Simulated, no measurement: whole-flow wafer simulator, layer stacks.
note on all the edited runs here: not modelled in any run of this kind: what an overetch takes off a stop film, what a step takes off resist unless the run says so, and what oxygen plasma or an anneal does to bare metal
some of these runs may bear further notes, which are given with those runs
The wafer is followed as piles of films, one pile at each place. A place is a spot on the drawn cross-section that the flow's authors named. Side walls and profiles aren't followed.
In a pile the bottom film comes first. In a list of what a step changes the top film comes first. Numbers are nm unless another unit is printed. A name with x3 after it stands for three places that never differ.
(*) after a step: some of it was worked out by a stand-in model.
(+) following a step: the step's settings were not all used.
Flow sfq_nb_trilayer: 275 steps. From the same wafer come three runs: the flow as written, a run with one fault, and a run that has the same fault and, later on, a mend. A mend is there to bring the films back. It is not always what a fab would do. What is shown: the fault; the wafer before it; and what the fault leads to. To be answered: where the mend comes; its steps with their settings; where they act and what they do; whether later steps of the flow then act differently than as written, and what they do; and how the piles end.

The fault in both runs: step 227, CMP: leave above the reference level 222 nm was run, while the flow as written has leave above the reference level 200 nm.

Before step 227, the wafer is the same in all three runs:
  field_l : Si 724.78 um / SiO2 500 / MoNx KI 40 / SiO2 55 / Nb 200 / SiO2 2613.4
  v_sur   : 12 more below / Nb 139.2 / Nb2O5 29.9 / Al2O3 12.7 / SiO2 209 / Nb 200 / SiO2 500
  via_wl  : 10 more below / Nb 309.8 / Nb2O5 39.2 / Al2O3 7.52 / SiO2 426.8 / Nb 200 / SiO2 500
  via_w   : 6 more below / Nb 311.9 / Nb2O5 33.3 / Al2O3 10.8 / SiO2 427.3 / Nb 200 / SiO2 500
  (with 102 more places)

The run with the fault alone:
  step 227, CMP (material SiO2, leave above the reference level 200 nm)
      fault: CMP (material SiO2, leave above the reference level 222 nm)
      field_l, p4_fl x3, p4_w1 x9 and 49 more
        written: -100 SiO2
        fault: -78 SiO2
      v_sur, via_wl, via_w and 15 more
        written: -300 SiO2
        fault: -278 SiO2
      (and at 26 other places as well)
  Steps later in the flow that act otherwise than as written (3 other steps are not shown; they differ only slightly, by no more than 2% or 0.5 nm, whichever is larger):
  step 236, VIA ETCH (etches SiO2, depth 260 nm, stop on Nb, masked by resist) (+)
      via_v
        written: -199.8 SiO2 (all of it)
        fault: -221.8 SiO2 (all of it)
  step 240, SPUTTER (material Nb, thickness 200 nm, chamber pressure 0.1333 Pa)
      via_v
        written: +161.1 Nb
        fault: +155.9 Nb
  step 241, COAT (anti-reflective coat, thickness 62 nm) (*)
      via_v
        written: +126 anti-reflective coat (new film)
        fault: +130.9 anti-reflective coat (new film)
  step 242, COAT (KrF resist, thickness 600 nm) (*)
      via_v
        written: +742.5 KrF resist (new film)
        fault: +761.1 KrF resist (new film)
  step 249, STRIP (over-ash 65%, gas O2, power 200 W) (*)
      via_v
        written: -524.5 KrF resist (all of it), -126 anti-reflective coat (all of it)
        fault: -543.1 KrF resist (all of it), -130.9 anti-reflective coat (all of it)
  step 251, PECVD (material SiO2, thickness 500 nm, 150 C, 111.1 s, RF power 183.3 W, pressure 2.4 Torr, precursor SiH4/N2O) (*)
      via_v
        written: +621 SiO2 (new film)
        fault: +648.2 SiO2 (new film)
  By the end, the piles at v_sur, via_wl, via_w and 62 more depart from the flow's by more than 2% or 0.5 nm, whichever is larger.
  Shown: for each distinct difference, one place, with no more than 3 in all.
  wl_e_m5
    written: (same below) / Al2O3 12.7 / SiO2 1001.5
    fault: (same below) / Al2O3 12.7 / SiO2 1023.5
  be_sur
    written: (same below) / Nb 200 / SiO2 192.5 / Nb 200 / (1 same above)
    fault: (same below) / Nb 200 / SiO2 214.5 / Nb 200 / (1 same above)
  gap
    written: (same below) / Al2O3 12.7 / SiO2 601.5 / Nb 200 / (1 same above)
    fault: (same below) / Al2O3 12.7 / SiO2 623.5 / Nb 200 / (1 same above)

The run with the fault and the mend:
  The mend follows step 228.
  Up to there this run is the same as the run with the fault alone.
  step 228a, CMP (material SiO2, leave above the reference level 200 nm) (a further turn of the flow's step 227)
      field_l, v_sur, via_wl and 103 more
        -22 SiO2
  Later steps of the flow that are run all act as written at every place that is followed.
  The piles end the same as the flow's at every place that both follow.
